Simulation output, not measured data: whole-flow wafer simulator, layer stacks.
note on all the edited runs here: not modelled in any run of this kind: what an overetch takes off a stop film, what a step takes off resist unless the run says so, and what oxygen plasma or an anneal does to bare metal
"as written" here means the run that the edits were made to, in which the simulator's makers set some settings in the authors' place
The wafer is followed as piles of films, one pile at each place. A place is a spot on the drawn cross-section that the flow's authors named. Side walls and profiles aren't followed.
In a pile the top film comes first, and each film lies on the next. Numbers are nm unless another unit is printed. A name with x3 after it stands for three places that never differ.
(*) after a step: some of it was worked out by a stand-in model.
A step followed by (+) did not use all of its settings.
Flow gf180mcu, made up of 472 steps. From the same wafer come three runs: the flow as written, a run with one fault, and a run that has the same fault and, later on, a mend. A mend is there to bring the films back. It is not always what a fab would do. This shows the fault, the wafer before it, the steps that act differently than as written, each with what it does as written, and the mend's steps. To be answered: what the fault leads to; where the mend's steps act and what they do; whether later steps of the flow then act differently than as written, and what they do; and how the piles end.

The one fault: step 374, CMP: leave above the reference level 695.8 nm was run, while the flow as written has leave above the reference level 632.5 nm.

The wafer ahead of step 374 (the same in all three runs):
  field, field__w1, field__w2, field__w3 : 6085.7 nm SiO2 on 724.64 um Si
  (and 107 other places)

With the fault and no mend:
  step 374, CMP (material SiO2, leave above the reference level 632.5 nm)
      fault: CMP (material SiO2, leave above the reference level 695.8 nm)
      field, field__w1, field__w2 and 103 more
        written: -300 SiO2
        fault: -236.7 SiO2
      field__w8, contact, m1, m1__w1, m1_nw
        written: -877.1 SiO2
        fault: -813.8 SiO2
  Steps further on in the flow that do not act as written (2 more steps, not shown, differ only slightly: by at most 2% or 0.5 nm, whichever is larger):
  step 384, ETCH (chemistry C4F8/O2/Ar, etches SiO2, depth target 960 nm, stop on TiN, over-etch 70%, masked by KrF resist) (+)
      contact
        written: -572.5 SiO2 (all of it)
        fault: -635.8 SiO2 (all of it)
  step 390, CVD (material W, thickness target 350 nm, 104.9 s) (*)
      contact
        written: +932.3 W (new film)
        fault: +996.2 W (new film)
  At field__w8, contact, m1, m1__w1, m1_nw, the piles at the end differ from the flow's by more than 2% or 0.5 nm, whichever is larger.
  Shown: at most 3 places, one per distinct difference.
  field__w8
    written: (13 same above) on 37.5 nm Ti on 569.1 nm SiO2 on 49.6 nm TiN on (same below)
    fault: (13 same above) on 37.5 nm Ti on 632.4 nm SiO2 on 49.6 nm TiN on (same below)
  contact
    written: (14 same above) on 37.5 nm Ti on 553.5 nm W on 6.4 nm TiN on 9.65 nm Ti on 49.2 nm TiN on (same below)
    fault: (14 same above) on 37.5 nm Ti on 617.4 nm W on 6.17 nm TiN on 9.3 nm Ti on 49.2 nm TiN on (same below)

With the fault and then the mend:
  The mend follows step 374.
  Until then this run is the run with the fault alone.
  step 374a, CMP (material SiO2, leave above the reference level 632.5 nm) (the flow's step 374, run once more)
      field, field__w1, field__w2 and 108 more
        -63.3 SiO2
  Every later step of the flow that is run acts as written at every place that is followed.
  The piles end the same as the flow's at every place that both follow.
